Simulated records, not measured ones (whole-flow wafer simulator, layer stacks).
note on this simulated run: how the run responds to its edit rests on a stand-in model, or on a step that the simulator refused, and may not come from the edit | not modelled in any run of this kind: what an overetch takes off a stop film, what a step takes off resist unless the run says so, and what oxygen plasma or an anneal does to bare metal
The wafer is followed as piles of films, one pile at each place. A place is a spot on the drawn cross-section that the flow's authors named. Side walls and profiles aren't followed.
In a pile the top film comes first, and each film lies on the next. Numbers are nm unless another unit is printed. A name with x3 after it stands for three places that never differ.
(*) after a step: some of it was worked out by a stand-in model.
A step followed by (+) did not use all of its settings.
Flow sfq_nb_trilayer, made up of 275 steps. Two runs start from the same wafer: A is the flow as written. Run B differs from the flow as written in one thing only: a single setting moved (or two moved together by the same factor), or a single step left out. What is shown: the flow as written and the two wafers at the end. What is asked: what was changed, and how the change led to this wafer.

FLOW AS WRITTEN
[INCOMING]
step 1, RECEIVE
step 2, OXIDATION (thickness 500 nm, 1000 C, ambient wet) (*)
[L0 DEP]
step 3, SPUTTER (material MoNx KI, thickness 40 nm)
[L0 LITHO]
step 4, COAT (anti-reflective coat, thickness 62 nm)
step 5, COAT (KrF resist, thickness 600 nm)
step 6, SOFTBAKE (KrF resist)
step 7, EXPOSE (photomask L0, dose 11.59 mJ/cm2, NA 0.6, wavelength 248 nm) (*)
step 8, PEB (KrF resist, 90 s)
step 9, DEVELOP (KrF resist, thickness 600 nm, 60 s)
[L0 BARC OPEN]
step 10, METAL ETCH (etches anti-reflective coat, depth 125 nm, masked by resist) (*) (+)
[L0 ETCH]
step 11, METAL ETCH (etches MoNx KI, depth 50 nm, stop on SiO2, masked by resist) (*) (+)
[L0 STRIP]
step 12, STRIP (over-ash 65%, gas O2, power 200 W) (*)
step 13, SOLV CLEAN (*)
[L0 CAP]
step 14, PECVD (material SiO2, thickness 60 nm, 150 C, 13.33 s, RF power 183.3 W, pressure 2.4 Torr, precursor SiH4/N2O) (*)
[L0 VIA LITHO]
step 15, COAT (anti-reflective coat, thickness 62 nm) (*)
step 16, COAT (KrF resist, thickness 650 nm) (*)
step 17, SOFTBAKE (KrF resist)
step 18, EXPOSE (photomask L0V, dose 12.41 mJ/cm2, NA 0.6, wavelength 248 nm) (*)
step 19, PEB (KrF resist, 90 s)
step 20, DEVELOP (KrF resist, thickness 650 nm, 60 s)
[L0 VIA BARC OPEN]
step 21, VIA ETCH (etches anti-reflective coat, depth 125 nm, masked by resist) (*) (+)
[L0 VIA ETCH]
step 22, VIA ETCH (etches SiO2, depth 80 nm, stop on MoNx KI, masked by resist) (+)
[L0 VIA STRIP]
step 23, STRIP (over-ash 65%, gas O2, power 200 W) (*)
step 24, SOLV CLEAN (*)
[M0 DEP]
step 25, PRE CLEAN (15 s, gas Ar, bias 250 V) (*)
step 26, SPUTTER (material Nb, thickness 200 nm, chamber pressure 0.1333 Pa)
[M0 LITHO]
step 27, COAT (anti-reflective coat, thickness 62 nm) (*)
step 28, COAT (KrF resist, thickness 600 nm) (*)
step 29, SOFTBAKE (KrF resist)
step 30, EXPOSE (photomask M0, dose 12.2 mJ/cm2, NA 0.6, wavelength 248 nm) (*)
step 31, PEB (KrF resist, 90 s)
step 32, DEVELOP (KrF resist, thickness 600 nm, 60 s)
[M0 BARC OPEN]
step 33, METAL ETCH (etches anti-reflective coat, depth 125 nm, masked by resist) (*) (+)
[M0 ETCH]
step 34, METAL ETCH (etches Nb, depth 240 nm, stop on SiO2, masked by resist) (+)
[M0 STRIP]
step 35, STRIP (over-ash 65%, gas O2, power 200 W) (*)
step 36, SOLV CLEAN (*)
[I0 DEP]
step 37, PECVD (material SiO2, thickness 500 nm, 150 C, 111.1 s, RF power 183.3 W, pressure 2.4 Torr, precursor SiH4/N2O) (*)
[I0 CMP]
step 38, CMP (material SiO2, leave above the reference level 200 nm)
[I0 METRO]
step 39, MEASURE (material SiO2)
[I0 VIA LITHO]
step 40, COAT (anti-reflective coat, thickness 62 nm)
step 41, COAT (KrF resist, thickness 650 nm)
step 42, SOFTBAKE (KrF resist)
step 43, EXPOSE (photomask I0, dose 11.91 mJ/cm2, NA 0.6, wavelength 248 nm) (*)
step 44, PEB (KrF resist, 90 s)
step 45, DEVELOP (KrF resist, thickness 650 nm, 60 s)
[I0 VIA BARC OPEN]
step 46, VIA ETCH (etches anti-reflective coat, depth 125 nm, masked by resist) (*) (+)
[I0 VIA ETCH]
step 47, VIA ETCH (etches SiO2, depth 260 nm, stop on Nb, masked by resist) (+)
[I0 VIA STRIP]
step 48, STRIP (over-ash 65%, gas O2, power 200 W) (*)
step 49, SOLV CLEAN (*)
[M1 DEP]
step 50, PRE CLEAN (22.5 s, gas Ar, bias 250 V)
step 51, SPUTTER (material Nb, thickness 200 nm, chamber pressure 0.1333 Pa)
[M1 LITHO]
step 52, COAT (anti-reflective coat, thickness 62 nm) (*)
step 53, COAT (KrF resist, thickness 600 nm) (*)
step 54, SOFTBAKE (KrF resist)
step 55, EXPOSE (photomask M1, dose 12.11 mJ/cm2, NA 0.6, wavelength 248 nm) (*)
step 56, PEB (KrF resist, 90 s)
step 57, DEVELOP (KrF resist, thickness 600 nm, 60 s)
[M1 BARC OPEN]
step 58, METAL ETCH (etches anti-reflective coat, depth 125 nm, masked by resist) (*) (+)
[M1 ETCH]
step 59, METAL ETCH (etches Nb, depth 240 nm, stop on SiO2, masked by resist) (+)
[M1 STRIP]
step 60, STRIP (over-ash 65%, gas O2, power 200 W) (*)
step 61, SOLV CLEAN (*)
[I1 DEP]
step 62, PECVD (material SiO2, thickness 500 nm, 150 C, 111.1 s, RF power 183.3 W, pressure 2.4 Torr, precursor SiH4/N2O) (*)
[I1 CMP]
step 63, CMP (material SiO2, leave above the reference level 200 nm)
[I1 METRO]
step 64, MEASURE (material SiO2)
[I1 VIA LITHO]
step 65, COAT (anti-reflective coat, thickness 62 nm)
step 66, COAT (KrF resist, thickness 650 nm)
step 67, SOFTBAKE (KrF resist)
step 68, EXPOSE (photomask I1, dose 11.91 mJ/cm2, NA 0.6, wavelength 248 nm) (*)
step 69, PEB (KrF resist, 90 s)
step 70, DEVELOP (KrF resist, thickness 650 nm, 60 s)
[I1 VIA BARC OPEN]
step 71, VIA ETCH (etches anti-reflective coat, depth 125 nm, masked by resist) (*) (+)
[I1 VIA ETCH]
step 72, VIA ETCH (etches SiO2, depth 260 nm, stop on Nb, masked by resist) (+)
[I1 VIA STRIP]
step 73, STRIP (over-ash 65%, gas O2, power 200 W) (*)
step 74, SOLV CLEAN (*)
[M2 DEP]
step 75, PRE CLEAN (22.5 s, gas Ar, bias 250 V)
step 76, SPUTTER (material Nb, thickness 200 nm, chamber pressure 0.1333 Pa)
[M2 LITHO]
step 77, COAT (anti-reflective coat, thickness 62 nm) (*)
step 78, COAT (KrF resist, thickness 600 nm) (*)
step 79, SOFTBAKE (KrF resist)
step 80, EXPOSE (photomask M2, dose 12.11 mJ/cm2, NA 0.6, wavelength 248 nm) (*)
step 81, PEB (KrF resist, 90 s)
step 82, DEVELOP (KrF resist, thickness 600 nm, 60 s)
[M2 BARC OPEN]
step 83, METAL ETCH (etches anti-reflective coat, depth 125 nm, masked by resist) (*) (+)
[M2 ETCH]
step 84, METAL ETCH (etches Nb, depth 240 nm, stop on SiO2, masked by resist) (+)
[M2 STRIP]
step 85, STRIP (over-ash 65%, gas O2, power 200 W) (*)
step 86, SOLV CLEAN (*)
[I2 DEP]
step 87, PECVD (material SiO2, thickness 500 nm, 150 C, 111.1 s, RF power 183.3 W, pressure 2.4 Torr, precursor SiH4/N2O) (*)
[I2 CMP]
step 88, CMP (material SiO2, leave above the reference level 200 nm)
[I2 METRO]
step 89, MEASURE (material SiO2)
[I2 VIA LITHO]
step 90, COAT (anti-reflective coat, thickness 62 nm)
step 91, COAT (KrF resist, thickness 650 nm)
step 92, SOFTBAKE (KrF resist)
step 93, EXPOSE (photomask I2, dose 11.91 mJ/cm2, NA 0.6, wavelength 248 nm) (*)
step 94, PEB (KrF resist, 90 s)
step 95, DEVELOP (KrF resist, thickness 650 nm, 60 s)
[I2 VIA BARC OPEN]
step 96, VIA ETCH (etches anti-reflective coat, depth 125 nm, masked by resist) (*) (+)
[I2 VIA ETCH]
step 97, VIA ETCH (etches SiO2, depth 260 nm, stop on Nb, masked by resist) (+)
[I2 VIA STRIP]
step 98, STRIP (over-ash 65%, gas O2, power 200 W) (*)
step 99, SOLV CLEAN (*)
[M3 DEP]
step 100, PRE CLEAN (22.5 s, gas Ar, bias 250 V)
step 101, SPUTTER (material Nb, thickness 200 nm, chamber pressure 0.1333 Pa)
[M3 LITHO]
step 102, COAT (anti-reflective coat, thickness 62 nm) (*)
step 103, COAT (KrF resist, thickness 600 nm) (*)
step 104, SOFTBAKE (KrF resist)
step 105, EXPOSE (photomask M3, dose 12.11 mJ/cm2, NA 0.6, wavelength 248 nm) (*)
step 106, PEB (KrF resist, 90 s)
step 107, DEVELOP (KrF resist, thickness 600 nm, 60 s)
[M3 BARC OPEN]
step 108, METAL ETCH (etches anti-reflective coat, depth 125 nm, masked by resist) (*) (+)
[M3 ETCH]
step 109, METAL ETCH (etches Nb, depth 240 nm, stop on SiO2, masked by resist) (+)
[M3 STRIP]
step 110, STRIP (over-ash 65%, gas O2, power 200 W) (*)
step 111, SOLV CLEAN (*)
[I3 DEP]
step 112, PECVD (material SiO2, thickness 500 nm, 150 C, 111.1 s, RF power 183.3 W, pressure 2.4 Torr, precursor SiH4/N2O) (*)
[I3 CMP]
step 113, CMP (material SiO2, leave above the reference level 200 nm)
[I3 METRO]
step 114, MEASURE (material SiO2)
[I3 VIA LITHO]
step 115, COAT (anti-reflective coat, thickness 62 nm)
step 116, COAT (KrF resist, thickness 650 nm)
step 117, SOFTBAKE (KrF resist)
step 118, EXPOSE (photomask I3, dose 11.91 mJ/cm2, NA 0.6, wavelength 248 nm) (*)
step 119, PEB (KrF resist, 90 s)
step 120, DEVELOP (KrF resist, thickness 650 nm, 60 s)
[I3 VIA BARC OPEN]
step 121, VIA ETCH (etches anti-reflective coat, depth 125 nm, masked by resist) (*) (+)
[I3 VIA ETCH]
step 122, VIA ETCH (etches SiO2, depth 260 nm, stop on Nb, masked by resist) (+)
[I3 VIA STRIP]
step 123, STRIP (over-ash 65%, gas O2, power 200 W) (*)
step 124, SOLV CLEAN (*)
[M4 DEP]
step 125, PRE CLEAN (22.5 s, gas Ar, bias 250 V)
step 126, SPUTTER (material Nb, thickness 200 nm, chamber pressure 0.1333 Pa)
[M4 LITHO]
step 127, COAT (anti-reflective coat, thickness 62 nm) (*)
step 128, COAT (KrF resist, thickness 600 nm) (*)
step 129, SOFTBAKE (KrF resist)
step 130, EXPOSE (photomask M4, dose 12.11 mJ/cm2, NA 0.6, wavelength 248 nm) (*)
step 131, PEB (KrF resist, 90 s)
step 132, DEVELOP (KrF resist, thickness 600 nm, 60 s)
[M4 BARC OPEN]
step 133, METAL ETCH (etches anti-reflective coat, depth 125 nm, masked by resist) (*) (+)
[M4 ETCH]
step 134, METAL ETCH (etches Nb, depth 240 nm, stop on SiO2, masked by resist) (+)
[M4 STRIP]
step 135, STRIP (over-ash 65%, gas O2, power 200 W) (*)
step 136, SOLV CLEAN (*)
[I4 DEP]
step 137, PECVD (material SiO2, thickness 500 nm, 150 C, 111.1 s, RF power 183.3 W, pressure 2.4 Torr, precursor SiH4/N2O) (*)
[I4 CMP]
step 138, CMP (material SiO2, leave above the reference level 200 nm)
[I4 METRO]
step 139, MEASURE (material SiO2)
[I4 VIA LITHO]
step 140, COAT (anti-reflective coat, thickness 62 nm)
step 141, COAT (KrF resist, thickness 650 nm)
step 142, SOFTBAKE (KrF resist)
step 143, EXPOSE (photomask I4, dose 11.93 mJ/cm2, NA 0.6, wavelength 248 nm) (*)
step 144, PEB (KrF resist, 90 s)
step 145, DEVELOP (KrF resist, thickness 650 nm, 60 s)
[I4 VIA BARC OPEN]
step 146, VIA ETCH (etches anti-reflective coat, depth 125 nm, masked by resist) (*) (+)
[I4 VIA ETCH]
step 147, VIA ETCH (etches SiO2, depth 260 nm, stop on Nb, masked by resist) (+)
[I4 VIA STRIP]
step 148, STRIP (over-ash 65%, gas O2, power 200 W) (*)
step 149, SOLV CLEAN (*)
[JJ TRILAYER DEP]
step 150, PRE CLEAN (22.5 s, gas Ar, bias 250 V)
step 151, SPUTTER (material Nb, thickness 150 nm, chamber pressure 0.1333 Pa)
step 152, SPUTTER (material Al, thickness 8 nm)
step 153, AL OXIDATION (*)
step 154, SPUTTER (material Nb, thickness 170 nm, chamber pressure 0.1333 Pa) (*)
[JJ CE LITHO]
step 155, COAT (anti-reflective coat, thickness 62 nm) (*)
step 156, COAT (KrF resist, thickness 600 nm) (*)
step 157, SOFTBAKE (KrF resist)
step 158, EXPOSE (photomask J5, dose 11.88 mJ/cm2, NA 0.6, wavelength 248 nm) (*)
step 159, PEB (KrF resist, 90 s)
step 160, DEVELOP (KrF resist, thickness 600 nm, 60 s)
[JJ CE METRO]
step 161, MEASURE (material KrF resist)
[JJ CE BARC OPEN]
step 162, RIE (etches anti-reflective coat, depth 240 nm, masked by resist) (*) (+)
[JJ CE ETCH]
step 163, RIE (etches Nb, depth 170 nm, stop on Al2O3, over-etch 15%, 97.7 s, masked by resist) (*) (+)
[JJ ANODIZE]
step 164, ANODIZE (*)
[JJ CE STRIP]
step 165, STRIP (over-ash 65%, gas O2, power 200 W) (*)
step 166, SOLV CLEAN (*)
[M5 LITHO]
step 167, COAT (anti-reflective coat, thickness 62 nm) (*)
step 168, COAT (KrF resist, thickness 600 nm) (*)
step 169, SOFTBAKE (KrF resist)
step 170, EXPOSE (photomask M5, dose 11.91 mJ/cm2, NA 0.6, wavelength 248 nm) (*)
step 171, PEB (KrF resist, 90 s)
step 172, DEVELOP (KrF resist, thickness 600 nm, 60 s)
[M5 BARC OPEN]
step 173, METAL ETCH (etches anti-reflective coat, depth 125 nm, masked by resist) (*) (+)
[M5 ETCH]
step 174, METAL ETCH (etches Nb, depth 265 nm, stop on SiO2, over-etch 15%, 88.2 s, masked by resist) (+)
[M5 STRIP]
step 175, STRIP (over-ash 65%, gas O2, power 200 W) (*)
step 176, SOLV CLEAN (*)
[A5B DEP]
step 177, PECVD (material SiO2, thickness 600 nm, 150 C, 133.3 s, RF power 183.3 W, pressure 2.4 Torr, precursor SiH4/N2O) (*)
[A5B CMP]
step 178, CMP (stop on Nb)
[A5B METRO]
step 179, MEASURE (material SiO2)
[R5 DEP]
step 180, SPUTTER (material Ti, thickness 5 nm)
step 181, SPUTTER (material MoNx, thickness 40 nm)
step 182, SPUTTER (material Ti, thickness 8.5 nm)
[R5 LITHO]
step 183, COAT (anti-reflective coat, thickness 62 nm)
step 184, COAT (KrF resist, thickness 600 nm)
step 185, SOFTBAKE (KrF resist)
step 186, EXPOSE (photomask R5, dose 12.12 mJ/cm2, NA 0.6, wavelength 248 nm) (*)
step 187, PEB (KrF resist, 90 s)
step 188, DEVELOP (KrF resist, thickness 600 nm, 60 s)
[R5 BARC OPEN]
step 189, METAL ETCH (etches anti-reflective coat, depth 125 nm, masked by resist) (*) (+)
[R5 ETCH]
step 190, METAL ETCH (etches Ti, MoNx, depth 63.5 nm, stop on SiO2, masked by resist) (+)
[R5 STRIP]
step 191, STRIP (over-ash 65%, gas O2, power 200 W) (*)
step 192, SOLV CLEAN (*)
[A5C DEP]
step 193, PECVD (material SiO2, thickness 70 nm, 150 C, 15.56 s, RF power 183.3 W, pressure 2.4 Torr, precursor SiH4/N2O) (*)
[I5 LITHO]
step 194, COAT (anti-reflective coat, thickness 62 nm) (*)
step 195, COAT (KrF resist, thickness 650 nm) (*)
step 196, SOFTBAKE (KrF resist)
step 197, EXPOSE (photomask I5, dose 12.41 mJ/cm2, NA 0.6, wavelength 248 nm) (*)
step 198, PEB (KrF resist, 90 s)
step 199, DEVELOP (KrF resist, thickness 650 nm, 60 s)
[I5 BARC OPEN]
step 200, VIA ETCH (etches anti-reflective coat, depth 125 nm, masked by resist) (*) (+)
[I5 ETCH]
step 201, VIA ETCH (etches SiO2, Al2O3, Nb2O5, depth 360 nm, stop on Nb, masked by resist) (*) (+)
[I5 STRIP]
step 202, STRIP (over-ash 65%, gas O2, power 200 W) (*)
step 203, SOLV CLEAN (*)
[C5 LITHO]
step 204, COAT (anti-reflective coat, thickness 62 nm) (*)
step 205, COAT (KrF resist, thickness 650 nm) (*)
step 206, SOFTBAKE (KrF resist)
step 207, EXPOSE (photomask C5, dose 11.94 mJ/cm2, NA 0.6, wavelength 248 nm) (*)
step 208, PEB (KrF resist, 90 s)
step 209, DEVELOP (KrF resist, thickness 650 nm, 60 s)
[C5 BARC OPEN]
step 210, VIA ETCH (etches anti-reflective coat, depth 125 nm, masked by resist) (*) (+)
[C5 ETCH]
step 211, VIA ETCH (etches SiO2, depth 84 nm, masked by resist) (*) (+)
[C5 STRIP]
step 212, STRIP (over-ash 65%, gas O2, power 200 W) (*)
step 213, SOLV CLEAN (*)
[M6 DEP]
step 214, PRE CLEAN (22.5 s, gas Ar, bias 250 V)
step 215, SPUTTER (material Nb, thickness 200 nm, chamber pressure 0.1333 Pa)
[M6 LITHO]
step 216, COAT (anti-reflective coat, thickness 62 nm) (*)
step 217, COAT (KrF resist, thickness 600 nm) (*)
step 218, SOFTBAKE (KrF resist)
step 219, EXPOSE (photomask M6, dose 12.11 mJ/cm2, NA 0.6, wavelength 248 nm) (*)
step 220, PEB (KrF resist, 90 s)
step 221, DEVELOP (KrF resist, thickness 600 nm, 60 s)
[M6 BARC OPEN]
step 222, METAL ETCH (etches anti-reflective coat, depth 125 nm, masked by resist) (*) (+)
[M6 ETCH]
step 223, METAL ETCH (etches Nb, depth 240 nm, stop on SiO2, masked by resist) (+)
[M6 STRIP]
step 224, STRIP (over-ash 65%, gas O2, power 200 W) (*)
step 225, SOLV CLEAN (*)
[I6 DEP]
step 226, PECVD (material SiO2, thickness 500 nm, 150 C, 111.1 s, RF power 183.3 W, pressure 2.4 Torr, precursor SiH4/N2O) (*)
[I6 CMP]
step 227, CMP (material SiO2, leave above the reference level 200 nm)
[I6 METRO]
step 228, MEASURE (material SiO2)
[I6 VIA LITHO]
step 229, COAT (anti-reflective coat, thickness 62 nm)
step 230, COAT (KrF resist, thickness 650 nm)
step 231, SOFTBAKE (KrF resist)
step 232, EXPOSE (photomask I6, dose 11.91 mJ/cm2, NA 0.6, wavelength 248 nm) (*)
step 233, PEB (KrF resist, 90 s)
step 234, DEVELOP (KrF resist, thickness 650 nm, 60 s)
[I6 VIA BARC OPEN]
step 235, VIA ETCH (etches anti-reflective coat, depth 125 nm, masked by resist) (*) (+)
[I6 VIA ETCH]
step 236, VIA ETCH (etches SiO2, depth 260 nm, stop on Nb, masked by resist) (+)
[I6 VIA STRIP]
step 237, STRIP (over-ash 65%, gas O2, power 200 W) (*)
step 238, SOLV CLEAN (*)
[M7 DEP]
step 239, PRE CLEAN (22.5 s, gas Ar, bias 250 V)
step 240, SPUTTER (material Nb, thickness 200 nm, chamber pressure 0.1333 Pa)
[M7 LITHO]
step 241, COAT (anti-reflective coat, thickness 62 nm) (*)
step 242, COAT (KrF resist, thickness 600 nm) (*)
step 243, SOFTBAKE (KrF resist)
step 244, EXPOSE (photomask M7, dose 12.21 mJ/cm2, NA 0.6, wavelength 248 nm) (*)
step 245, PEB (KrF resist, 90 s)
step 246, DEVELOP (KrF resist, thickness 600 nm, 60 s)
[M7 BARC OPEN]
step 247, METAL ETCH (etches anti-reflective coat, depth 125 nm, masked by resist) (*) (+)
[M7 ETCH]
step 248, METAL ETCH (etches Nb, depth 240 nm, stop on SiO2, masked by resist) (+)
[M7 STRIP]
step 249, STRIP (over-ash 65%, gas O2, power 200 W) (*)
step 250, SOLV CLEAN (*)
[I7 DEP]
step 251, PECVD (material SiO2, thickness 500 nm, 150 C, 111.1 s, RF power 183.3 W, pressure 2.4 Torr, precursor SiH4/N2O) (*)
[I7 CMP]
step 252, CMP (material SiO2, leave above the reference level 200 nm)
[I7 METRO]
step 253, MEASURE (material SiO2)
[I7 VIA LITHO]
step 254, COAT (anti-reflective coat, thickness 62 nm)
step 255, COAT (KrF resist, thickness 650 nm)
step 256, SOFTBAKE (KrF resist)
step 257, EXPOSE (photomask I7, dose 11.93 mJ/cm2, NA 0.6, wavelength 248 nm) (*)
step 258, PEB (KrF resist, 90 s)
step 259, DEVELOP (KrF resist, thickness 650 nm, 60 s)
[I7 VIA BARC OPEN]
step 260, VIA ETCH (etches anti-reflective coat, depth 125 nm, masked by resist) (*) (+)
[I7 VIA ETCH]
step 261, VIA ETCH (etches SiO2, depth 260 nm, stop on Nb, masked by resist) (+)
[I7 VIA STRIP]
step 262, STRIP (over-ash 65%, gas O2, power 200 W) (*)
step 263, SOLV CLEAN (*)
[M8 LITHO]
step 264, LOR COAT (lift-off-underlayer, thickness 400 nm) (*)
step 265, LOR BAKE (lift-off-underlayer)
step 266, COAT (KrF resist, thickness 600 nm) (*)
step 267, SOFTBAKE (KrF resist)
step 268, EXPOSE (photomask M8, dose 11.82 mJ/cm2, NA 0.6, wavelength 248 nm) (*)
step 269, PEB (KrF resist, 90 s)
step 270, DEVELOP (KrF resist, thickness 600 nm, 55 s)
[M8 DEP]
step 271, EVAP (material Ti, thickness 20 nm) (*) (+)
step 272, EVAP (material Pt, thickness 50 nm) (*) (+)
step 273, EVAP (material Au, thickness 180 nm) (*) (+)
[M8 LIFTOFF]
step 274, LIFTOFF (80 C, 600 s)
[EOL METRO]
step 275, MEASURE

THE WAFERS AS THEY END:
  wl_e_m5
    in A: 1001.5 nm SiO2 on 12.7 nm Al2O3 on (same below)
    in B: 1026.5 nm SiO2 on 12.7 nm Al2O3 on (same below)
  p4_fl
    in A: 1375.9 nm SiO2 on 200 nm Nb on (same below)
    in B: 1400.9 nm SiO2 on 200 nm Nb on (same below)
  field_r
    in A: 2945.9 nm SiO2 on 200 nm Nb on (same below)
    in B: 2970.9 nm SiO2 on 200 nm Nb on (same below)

The reason: step 240, SPUTTER: thickness 225 nm was run, though the flow has thickness 200 nm.

The path from the change to this, step by step:
  step 240, SPUTTER (material Nb, thickness 200 nm, chamber pressure 0.1333 Pa)
      field_l, v_sur, via_wl and 102 more: A Nb gains 200 (new film) | B Nb gains 225 (new film)
      via_v: A Nb gains 161.1 | B Nb gains 181.3
  step 248, METAL ETCH (etches Nb, depth 240 nm, stop on SiO2, masked by resist) (+)
      field_l, field_r, lsp_l and 62 more: A Nb loses 200 (all of it) | B Nb loses 225 (all of it)
  step 251, PECVD (material SiO2, thickness 500 nm, 150 C, 111.1 s, RF power 183.3 W, pressure 2.4 Torr, precursor SiH4/N2O) (*)
      m7r_space_l x2: A SiO2 gains 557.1 | B SiO2 gains 582.1
  step 252, CMP (material SiO2, leave above the reference level 200 nm)
      field_l, p4_fl, p4_fm and 56 more: A SiO2 loses 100 | B SiO2 loses 75
      field_r, lsp_l: A SiO2 loses 77.7 | B SiO2 loses 49.9
      (also at 2 further places)
